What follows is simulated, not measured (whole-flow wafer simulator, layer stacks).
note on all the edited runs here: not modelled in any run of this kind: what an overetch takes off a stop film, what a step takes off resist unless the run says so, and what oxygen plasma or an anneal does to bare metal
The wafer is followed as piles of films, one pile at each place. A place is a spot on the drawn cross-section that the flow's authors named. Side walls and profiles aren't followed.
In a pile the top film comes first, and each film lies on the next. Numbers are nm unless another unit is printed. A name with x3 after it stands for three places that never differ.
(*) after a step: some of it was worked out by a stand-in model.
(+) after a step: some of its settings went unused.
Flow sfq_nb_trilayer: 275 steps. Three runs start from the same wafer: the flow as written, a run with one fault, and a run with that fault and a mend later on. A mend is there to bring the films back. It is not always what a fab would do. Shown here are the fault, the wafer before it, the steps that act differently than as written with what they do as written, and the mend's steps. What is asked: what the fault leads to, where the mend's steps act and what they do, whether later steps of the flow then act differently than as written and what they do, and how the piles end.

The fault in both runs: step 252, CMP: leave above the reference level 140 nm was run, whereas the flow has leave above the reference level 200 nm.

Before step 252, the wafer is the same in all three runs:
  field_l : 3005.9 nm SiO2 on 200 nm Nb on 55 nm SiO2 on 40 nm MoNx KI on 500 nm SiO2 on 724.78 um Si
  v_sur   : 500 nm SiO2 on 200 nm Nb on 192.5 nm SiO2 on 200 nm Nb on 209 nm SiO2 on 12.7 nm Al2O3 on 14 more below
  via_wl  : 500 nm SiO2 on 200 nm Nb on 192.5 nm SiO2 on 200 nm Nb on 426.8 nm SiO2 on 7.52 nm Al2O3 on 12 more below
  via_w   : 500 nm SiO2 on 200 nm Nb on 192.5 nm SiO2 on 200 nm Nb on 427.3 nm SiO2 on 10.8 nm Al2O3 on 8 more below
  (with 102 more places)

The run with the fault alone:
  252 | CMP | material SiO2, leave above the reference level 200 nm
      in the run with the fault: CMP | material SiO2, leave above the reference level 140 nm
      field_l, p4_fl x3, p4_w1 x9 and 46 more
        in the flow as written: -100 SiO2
        in the run with the fault: -160 SiO2
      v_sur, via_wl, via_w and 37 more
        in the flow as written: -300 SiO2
        in the run with the fault: -360 SiO2
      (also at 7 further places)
  Later steps of the flow acting differently than as written (4 more steps, not shown, differ only slightly: by at most 2% or 0.5 nm, whichever is larger):
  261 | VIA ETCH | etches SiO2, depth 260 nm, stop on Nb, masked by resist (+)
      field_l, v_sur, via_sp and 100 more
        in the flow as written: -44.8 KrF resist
        in the run with the fault: -36.2 KrF resist
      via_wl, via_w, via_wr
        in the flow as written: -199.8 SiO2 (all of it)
        in the run with the fault: -139.8 SiO2 (all of it)
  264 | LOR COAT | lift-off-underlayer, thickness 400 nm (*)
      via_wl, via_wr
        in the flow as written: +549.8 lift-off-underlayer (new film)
        in the run with the fault: +504.8 lift-off-underlayer (new film)
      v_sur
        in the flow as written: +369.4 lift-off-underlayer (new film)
        in the run with the fault: +378.6 lift-off-underlayer (new film)
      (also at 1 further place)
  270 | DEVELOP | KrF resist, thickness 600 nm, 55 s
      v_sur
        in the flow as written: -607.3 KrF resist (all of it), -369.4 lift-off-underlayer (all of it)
        in the run with the fault: -604.8 KrF resist (all of it), -378.6 lift-off-underlayer (all of it)
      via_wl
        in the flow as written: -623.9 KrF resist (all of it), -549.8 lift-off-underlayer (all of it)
        in the run with the fault: -616.3 KrF resist (all of it), -504.8 lift-off-underlayer (all of it)
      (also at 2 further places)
  At field_l, v_sur, via_sp and 100 more, the piles at the end differ from the flow's by more than 2% or 0.5 nm, whichever is larger.
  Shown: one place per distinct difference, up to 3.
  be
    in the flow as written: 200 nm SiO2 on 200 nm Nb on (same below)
    in the run with the fault: 140 nm SiO2 on 200 nm Nb on (same below)
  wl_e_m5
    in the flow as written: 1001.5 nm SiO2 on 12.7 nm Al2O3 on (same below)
    in the run with the fault: 941.5 nm SiO2 on 12.7 nm Al2O3 on (same below)
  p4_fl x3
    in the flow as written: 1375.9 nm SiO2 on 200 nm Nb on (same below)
    in the run with the fault: 1315.9 nm SiO2 on 200 nm Nb on (same below)

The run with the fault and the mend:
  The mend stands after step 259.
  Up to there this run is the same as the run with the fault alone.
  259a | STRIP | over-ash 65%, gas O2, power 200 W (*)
      field_l, v_sur, via_sp and 100 more
        -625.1 KrF resist (all of it), -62 anti-reflective coat (all of it)
      via_wl, via_w, via_wr
        -62 anti-reflective coat (all of it)
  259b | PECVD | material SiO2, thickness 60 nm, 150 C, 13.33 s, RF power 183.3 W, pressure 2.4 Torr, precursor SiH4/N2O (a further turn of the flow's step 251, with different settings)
      field_l, v_sur, via_wl and 103 more
        +60 SiO2
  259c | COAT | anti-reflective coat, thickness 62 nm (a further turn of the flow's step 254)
      field_l, v_sur, via_wl and 103 more
        +62 anti-reflective coat (new film)
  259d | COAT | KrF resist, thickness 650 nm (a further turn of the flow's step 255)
      field_l, v_sur, via_wl and 103 more
        +650 KrF resist (new film)
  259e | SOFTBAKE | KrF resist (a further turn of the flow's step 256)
      alters no film at any place that is followed
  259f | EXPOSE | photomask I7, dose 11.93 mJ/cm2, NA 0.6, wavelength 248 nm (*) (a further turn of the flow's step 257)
      alters no film at any place that is followed
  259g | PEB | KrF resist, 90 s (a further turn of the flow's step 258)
      field_l, v_sur, via_wl and 103 more
        -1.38 KrF resist
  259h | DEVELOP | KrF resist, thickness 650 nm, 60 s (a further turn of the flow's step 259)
      field_l, v_sur, via_sp and 100 more
        -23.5 KrF resist
      via_wl, via_w, via_wr
        -648.6 KrF resist (all of it)
  Every later step of the flow that is run acts as written at every place that is followed.
  By the end, the piles equal the flow's at every place that both follow.
